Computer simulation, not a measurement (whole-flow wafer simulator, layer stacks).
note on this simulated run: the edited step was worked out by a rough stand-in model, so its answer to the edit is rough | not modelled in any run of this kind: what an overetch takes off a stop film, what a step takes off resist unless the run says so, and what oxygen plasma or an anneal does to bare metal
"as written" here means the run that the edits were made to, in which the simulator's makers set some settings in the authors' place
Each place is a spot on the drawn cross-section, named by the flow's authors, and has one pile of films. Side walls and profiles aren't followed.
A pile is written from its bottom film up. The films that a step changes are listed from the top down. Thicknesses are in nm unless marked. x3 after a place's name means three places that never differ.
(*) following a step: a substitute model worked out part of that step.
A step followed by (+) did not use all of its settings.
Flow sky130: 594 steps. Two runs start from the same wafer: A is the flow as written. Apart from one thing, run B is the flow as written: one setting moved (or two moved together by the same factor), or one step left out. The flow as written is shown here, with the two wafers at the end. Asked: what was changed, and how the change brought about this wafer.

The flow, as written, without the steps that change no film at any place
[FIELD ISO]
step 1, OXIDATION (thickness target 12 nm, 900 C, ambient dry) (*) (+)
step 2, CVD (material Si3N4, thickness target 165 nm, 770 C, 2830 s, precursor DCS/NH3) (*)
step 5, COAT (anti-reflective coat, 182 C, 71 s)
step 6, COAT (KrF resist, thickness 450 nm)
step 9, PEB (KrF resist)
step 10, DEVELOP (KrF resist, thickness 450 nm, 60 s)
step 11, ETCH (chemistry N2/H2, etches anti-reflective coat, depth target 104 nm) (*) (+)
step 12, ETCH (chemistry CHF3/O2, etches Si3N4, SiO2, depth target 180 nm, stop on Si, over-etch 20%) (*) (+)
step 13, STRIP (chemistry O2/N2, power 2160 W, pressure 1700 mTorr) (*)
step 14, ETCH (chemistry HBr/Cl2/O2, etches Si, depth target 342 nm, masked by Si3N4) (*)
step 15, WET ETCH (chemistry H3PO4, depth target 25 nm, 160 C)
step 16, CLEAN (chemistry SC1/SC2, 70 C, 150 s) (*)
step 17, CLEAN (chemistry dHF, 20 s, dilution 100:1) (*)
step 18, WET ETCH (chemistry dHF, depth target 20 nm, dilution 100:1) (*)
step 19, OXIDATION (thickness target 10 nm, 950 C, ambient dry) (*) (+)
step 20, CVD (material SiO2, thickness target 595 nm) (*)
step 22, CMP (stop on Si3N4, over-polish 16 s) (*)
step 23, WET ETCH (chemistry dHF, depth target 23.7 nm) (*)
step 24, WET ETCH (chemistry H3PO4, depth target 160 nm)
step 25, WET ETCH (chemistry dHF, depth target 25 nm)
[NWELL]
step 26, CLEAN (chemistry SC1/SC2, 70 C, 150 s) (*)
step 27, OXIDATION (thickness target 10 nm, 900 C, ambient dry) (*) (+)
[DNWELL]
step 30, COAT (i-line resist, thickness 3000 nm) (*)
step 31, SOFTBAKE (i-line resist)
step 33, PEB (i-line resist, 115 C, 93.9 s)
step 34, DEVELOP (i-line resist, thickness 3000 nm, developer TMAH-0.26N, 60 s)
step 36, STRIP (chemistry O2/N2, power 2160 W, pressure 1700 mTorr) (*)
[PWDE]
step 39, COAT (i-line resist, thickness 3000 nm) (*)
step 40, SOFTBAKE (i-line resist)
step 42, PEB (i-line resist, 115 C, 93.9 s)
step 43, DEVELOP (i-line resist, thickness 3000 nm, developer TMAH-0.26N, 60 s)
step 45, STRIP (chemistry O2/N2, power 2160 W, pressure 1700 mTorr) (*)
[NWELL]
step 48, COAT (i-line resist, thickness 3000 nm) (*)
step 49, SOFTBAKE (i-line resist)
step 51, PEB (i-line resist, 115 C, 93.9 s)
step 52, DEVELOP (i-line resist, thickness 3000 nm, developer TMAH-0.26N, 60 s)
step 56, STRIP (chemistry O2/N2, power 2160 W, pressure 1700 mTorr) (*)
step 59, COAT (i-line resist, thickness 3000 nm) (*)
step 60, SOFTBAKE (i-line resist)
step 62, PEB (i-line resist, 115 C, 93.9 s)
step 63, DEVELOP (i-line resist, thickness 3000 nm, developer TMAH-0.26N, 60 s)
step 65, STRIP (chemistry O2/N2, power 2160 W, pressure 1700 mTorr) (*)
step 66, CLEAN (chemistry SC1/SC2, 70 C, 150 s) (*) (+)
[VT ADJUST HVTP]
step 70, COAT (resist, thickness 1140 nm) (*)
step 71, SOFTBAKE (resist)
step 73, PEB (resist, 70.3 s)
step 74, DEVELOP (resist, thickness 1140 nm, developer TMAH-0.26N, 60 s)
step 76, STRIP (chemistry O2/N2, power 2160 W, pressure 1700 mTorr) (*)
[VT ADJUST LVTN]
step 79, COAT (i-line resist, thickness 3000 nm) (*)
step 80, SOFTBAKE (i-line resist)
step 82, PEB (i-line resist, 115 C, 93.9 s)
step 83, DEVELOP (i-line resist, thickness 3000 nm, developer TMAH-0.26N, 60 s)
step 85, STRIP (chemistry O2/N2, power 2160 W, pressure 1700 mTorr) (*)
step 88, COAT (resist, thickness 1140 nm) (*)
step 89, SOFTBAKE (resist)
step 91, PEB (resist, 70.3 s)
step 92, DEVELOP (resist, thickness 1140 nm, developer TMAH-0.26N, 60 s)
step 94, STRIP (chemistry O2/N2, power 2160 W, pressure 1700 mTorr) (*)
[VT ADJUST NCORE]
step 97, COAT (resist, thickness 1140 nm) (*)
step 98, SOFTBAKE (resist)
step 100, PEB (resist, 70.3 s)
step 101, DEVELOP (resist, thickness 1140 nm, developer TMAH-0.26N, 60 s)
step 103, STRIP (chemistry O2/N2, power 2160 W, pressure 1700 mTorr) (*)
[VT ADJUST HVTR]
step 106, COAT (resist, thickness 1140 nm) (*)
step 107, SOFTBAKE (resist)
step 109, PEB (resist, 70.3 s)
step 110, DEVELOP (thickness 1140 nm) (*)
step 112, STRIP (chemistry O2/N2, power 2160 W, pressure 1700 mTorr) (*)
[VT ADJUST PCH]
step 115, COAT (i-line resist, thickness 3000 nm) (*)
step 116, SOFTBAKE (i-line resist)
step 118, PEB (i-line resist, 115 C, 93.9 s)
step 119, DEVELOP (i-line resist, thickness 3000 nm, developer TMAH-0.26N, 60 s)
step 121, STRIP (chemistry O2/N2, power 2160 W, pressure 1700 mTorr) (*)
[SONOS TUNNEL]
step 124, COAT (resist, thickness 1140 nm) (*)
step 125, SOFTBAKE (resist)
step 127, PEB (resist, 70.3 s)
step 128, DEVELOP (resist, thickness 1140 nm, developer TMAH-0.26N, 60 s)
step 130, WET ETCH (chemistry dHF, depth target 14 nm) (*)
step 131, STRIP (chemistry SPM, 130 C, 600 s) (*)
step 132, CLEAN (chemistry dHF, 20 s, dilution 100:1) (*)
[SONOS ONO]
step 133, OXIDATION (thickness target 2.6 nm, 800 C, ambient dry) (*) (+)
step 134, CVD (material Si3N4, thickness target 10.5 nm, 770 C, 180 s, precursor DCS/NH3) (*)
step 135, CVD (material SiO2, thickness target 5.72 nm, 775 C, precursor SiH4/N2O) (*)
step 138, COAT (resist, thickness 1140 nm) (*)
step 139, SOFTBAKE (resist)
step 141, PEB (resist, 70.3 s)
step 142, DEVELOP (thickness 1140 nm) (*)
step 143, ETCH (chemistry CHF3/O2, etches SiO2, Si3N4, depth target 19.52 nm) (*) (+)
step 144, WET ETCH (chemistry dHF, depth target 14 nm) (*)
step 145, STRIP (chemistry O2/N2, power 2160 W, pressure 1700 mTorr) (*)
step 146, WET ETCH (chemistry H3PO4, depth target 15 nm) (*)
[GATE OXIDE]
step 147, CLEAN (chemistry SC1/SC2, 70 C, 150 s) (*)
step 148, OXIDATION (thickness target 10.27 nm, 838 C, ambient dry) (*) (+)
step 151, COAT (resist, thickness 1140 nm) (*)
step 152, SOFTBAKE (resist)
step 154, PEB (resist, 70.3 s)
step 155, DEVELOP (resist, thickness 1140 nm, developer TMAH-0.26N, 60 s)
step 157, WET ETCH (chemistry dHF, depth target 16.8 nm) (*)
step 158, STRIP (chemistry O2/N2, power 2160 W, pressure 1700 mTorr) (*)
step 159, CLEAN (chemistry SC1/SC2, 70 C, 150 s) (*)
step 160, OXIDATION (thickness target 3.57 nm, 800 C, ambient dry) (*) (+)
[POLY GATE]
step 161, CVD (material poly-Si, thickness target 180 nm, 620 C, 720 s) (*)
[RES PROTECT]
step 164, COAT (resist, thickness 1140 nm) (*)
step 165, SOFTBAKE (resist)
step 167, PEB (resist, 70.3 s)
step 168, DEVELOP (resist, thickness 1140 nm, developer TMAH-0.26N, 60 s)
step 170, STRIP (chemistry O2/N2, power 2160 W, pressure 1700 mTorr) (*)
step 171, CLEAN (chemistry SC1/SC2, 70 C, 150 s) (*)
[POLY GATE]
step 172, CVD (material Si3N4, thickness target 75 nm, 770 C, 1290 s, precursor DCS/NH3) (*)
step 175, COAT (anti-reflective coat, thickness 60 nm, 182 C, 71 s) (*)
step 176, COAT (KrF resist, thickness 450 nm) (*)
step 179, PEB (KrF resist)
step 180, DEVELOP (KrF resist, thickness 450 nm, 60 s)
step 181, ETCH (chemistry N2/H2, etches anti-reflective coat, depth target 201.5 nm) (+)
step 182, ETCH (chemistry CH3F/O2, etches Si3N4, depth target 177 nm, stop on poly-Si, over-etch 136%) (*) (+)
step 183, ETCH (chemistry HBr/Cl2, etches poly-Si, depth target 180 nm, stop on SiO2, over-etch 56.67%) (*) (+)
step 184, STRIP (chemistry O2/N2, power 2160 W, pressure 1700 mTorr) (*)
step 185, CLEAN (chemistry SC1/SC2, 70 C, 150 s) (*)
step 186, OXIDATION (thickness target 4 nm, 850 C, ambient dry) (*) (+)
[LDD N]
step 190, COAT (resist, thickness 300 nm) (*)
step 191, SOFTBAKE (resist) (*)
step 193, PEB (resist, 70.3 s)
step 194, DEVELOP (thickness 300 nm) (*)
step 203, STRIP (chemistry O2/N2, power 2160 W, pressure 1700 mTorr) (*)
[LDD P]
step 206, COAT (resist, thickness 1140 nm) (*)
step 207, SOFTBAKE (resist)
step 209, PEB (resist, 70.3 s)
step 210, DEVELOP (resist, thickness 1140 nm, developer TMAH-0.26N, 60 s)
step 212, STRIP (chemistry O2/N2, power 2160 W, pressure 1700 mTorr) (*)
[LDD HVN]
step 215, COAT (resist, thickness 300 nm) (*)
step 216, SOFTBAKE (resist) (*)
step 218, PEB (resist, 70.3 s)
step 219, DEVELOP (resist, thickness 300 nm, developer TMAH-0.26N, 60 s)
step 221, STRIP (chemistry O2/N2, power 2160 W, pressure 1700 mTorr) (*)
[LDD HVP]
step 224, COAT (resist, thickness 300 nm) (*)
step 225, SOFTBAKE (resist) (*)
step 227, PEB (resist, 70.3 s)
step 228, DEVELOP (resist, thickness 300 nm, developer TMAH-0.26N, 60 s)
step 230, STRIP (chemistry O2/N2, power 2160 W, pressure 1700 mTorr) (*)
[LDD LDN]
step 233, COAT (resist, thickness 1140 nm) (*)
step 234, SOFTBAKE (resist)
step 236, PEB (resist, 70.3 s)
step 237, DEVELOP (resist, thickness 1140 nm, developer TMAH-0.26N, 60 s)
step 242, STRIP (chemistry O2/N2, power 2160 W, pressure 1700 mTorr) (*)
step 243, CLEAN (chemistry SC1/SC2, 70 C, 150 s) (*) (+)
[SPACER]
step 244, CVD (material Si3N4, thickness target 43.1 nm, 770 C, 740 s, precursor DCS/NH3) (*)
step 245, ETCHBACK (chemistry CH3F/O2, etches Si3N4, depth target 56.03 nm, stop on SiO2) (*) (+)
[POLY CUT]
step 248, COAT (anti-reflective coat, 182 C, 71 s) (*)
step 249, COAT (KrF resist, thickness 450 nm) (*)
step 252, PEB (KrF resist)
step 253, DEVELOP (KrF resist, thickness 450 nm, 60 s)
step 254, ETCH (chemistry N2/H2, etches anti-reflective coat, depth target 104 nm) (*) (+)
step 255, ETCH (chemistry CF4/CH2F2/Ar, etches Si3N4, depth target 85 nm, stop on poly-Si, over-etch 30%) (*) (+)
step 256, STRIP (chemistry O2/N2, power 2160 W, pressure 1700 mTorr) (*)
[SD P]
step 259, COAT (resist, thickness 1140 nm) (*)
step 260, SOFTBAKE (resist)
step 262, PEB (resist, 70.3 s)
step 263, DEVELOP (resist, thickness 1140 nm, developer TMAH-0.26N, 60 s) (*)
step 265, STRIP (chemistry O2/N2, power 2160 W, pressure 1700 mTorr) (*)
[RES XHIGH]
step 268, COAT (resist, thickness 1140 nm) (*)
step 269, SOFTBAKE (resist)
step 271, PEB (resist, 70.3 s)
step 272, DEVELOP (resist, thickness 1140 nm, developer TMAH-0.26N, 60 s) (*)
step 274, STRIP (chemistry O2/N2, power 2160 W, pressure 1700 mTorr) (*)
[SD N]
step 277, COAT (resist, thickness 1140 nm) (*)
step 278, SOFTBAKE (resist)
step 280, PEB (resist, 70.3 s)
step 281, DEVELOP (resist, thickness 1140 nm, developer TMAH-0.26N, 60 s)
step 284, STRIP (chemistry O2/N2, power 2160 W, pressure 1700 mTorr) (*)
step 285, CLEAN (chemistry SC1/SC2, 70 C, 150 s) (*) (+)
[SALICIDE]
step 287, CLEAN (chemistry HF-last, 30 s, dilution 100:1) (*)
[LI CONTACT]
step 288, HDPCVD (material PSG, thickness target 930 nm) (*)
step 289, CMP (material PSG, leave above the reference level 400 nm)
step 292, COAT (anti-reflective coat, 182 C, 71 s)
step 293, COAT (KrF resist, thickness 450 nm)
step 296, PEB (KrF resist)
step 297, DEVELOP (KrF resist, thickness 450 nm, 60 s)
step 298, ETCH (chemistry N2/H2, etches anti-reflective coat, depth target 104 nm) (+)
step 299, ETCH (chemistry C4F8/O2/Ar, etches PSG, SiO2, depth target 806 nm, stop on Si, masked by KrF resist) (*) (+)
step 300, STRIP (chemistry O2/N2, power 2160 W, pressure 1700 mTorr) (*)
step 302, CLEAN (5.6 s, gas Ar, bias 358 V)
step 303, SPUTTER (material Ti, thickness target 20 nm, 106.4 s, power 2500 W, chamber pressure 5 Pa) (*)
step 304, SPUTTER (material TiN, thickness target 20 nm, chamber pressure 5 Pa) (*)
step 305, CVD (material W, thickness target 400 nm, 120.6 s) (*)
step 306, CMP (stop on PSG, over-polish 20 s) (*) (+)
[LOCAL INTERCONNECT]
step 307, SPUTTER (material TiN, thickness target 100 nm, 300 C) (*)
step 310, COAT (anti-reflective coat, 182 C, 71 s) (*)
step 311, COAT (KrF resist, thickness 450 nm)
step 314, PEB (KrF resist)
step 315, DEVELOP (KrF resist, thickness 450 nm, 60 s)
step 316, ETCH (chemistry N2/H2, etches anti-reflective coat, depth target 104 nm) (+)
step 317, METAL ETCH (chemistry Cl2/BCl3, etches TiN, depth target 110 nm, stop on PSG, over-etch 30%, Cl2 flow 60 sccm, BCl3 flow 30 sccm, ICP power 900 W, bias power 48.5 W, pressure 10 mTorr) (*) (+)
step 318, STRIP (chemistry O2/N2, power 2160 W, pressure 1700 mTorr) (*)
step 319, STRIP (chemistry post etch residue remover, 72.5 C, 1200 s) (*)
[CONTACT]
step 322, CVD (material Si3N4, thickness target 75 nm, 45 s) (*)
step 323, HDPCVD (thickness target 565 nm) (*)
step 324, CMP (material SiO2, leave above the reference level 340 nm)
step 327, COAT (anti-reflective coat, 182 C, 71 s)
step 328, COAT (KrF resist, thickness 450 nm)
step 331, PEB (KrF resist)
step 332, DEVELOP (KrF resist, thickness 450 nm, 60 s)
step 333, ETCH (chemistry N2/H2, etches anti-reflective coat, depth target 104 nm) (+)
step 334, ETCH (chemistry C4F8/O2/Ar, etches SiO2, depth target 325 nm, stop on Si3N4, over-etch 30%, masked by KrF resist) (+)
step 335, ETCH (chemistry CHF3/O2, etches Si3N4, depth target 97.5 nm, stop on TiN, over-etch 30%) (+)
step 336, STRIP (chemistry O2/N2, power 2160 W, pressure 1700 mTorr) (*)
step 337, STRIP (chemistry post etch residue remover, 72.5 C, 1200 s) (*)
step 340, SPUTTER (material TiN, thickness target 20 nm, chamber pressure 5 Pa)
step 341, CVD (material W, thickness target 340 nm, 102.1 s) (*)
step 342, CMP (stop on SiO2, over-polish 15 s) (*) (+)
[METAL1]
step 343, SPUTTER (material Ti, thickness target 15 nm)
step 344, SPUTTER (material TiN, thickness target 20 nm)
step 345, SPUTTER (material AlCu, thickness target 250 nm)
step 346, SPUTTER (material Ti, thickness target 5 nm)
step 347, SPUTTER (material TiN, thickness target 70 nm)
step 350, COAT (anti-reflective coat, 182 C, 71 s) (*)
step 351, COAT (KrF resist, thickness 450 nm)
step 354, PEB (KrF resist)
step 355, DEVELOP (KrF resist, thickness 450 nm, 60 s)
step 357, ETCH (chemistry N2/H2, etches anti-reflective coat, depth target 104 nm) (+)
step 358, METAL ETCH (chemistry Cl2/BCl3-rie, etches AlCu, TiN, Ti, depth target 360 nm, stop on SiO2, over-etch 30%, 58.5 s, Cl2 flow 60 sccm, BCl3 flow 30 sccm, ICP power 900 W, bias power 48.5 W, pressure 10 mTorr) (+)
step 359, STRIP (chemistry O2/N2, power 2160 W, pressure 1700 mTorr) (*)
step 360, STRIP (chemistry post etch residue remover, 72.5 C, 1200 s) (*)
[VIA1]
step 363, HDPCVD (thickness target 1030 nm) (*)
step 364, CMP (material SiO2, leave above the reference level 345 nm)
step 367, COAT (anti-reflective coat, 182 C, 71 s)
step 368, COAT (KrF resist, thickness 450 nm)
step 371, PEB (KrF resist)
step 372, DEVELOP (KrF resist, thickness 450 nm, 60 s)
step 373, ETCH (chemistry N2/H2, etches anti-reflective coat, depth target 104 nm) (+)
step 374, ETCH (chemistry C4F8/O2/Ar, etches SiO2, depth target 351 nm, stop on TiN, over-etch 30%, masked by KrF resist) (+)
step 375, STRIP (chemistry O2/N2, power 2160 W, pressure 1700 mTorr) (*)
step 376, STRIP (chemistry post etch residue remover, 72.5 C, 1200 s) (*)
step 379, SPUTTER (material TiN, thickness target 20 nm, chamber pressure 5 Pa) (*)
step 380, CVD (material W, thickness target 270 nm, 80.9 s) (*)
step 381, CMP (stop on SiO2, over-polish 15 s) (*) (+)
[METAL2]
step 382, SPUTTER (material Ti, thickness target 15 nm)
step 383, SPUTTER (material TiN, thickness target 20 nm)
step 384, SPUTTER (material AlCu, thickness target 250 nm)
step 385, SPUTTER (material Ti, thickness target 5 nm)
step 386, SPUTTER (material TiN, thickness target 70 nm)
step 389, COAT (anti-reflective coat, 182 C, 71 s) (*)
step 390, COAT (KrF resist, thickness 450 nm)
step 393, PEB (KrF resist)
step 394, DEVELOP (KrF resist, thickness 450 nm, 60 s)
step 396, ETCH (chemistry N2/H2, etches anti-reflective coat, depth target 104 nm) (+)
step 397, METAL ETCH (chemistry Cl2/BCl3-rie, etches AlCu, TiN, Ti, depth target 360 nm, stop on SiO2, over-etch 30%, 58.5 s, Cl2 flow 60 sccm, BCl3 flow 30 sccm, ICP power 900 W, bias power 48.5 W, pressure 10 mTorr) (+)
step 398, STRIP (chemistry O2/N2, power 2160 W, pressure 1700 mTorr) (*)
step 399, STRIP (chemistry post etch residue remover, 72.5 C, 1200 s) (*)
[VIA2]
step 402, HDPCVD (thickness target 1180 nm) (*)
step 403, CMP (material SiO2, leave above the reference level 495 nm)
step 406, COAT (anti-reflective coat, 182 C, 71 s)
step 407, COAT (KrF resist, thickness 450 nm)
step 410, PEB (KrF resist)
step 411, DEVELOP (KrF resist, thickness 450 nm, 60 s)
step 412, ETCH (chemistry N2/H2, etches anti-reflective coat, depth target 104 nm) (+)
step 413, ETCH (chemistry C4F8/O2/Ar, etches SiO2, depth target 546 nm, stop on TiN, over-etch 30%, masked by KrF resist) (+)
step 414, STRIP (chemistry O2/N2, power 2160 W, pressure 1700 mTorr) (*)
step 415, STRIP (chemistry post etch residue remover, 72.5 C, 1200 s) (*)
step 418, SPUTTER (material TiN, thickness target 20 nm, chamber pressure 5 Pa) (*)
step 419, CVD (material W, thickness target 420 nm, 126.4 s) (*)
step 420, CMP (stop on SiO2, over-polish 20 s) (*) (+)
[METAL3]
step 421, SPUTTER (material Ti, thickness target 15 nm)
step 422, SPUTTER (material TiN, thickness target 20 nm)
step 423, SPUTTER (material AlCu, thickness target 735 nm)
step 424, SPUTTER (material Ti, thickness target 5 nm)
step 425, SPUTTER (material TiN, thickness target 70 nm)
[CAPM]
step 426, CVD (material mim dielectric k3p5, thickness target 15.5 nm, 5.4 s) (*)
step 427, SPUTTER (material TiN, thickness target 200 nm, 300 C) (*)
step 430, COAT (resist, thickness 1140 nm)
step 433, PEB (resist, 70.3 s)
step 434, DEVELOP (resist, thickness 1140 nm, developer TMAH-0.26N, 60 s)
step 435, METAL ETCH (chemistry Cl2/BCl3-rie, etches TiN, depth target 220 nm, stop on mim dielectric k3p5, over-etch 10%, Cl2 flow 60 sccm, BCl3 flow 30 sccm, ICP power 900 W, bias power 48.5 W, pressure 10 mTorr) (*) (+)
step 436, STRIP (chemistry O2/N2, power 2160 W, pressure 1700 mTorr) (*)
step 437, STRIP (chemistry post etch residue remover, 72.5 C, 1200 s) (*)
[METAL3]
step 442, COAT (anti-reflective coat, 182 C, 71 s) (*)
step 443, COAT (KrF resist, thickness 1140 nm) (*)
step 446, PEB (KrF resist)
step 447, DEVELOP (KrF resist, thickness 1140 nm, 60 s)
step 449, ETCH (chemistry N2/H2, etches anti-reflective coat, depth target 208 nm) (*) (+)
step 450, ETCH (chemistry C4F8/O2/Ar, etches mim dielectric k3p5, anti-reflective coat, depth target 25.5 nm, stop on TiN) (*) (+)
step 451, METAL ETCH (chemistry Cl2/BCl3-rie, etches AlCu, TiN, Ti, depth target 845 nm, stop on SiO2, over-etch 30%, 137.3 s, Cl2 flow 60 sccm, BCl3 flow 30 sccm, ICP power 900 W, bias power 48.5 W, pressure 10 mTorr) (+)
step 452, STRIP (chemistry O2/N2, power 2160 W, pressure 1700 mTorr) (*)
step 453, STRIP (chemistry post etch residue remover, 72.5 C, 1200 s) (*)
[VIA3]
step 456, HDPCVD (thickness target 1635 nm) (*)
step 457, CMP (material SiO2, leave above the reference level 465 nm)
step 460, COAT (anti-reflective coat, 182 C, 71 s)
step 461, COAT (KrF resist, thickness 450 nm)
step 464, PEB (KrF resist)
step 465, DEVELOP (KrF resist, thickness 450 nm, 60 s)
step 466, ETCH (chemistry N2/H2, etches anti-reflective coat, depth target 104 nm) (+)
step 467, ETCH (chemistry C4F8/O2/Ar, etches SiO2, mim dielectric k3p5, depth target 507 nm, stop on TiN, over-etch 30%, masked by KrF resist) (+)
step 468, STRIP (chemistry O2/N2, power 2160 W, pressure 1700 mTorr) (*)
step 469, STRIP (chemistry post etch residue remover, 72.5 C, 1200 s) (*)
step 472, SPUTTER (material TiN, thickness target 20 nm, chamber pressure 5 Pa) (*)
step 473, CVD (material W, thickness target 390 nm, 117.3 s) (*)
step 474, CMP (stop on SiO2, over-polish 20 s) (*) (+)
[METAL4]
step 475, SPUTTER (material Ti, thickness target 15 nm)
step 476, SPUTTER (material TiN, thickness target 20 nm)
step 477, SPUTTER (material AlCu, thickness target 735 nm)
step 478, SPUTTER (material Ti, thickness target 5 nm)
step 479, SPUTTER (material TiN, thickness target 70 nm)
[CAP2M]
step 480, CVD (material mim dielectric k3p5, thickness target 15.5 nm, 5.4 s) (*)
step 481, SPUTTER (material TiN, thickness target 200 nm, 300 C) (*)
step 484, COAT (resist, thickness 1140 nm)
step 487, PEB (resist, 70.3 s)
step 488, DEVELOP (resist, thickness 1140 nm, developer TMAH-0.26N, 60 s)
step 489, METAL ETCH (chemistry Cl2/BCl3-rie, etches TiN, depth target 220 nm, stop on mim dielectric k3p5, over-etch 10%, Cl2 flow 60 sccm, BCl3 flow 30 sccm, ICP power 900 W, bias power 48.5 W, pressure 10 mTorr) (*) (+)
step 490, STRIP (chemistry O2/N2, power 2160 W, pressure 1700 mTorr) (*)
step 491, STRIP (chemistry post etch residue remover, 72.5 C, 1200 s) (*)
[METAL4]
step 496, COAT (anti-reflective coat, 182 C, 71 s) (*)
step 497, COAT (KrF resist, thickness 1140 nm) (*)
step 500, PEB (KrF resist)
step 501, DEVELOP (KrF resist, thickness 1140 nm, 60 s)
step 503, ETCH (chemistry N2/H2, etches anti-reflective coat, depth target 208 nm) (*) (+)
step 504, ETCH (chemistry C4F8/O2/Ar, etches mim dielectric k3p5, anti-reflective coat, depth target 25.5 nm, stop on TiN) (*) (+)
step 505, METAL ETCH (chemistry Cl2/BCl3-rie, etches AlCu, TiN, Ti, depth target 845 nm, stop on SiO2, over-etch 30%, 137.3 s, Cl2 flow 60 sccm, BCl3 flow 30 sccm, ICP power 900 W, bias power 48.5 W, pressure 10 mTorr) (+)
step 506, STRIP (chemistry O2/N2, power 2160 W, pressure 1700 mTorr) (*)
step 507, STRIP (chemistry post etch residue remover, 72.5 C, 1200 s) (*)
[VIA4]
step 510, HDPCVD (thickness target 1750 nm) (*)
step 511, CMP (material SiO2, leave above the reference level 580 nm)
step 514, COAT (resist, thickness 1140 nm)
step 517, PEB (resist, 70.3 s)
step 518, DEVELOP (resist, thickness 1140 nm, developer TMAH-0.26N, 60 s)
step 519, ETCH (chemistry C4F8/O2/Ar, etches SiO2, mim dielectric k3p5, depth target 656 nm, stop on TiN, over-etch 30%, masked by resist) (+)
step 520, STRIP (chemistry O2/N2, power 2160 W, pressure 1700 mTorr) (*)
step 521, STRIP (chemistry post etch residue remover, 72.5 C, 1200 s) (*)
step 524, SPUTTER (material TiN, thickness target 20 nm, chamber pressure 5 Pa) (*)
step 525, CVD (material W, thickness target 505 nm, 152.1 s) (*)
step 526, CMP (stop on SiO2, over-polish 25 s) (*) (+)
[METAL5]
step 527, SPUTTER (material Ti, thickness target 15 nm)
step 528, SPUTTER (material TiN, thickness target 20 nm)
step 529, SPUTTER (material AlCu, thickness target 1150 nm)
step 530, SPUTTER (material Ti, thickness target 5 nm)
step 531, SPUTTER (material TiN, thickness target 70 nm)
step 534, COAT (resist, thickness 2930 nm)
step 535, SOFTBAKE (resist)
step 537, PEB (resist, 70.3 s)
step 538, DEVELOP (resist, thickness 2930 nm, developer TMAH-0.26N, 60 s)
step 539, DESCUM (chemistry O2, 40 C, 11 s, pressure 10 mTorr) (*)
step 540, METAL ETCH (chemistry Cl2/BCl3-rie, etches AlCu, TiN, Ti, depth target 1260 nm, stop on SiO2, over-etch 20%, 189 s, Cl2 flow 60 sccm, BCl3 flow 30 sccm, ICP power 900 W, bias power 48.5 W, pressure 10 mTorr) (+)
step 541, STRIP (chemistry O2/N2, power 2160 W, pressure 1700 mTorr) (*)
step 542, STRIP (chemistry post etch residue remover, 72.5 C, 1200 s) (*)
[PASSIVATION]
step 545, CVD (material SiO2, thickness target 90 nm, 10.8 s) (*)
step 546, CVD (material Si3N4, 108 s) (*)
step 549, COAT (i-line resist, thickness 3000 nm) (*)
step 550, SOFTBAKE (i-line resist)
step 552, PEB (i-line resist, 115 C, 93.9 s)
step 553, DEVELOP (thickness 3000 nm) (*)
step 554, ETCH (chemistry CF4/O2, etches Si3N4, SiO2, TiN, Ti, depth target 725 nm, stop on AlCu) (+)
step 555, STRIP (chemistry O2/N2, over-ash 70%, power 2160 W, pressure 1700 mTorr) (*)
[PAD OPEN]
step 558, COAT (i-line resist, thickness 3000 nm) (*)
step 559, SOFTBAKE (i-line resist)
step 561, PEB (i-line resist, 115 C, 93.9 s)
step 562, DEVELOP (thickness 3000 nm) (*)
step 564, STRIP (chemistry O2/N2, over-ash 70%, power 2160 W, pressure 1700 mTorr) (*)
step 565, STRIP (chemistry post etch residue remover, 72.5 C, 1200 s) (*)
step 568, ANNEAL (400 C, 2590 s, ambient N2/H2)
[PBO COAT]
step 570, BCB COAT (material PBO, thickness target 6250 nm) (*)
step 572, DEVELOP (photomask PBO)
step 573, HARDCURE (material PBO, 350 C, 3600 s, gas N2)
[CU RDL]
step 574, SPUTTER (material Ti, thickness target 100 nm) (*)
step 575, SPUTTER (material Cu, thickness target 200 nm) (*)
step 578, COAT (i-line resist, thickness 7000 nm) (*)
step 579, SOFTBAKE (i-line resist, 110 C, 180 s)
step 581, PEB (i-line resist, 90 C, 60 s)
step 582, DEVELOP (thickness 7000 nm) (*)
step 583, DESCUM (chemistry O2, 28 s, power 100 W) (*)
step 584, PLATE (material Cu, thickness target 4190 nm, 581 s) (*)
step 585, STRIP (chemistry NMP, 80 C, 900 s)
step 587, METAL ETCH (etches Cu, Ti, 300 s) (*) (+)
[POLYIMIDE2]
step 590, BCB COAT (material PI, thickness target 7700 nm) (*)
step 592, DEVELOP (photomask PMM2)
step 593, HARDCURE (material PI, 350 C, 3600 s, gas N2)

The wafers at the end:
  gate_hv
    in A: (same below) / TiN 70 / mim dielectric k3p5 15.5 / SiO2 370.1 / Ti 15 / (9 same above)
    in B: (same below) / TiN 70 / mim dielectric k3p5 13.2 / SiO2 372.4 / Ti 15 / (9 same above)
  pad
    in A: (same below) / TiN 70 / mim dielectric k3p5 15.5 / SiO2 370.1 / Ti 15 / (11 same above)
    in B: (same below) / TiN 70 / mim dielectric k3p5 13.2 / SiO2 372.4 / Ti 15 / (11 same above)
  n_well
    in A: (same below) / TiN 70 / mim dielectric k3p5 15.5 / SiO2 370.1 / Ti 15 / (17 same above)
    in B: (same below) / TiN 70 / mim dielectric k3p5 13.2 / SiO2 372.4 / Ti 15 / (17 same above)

Cause: step 426, CVD: thickness target 13.2 nm was run, though the flow has thickness target 15.5 nm; step 426, CVD: 4.59 s was run, where the flow has 5.4 s.
The wafer lets one read it off: gate_hv has mim dielectric k3p5 13.2, and step 426 as written asks for 15.5 nm.

The path from the change to this, step by step:
  step 426, CVD (material mim dielectric k3p5, thickness target 15.5 nm, 5.4 s) (*)
      field, active, n_well and 188 more: A +15.5 mim dielectric k3p5 (new film) | B +13.2 mim dielectric k3p5 (new film)
  step 450, ETCH (chemistry C4F8/O2/Ar, etches mim dielectric k3p5, anti-reflective coat, depth target 25.5 nm, stop on TiN) (*) (+)
      n_well, p_well, gate_hv and 104 more: A -15.5 KrF resist | B -13.2 KrF resist
      field, active, gate and 82 more: A -15.5 mim dielectric k3p5 (all of it) | B -13.2 mim dielectric k3p5 (all of it)
  step 467, ETCH (chemistry C4F8/O2/Ar, etches SiO2, mim dielectric k3p5, depth target 507 nm, stop on TiN, over-etch 30%, masked by KrF resist) (+)
      m1: A -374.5 SiO2 (all of it), -15.5 mim dielectric k3p5 (all of it) | B -376.8 SiO2 (all of it), -13.2 mim dielectric k3p5 (all of it)
      via3_hole: A -373.9 SiO2 (all of it), -15.5 mim dielectric k3p5 (all of it) | B -376.2 SiO2 (all of it), -13.2 mim dielectric k3p5 (all of it)
